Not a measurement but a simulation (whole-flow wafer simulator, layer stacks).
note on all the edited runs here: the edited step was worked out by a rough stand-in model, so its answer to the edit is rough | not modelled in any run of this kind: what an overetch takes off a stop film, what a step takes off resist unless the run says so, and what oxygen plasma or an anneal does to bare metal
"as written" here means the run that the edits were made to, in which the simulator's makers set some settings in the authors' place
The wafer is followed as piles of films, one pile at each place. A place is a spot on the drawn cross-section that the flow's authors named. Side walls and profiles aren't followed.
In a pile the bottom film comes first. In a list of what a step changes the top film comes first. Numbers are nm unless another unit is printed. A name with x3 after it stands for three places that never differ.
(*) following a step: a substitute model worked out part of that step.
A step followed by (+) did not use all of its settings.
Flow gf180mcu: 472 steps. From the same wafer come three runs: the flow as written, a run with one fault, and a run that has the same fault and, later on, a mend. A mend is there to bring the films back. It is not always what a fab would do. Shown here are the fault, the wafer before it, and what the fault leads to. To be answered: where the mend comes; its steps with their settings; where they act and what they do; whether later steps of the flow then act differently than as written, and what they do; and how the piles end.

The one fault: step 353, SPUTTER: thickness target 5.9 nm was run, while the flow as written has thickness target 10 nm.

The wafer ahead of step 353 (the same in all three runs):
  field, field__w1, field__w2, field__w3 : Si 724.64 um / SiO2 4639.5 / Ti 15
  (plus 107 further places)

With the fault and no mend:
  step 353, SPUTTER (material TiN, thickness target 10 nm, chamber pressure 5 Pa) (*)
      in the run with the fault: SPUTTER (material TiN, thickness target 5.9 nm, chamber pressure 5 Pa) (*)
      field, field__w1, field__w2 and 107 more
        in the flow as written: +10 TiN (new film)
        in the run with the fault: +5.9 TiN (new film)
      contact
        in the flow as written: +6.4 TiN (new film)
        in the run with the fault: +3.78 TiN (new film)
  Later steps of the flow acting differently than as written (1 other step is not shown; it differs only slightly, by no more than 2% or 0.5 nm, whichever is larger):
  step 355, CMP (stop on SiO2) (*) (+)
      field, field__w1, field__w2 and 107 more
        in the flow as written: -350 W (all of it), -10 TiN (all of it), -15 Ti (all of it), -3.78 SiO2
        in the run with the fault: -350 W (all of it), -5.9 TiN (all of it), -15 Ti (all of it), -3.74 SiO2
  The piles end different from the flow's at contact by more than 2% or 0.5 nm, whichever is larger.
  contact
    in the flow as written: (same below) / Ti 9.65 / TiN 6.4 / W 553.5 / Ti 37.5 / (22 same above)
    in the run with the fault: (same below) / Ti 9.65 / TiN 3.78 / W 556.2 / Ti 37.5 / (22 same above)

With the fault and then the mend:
  The mend stands after step 353.
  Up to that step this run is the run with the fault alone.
  step 353a, SPUTTER (material TiN, thickness target 4.1 nm, chamber pressure 5 Pa) (*) (the flow's step 353, run once more with other settings)
      field, field__w1, field__w2 and 107 more
        +4.1 TiN
      contact
        +2.62 TiN
  None of the later steps of the flow acts differently than as written at any place that is followed.
  At every place that both follow, the piles at the end match the flow's.
